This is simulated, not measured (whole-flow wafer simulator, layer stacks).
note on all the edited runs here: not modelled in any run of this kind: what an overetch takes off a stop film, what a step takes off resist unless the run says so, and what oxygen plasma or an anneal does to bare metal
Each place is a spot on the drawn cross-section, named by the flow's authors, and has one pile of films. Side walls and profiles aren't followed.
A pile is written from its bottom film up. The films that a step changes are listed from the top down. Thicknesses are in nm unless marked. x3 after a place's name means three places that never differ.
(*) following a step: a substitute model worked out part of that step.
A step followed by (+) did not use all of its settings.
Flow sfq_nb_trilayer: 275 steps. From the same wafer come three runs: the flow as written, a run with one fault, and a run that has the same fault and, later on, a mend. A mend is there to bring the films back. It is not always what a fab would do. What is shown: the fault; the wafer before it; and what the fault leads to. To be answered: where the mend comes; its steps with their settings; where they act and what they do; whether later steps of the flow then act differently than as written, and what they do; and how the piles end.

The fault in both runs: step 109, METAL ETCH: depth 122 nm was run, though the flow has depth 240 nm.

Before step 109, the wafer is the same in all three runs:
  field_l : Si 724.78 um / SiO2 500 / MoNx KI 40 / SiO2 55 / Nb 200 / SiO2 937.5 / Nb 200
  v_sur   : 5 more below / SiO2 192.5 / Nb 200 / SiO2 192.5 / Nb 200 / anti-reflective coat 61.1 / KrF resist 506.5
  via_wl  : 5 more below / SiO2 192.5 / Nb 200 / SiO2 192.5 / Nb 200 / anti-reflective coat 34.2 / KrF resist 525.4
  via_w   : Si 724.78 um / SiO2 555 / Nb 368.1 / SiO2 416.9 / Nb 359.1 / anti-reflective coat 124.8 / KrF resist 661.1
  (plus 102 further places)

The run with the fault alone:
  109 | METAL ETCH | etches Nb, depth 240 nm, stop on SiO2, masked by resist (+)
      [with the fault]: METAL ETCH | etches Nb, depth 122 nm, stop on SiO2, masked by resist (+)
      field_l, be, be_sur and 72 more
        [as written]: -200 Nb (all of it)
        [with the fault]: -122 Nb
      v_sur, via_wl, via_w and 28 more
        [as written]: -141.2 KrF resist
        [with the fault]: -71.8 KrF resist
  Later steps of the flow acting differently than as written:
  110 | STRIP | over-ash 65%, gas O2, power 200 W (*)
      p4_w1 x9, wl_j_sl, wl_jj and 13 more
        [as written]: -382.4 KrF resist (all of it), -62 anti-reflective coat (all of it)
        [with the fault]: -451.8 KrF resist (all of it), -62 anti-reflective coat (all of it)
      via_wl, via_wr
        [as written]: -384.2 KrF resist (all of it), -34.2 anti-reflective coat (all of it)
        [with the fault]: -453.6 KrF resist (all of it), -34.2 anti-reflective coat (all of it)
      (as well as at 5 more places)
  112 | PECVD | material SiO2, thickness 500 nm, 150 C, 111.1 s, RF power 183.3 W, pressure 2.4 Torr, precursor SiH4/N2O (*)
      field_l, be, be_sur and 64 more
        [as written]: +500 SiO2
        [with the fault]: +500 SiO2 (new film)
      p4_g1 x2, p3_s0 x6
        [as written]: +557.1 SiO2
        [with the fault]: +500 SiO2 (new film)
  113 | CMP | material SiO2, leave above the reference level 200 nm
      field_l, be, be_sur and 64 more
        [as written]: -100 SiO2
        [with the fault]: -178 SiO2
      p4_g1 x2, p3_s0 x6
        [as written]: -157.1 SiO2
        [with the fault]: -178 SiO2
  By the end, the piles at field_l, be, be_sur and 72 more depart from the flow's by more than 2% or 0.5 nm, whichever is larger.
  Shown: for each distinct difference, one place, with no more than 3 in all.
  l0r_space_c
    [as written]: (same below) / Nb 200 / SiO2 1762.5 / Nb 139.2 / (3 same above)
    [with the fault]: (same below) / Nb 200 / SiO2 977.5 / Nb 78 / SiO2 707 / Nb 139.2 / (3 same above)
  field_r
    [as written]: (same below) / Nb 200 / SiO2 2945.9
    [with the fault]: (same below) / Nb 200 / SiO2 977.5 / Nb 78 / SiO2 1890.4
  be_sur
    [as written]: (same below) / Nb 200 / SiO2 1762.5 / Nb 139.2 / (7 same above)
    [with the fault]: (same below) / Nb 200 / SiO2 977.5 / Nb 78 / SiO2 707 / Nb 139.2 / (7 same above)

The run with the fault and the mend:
  The mend stands after step 109.
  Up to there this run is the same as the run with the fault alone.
  109a | METAL ETCH | etches Nb, depth 118 nm, stop on SiO2, masked by resist (+) (the flow's step 109, run once more with other settings)
      field_l, be, be_sur and 72 more
        -78 Nb (all of it)
      v_sur, via_wl, via_w and 28 more
        -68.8 KrF resist
  None of the later steps of the flow differs from how it acts as written, at any place that is followed, by more than 2% or 0.5 nm, whichever is larger.
  By the end, the piles equal the flow's at every place that both follow.
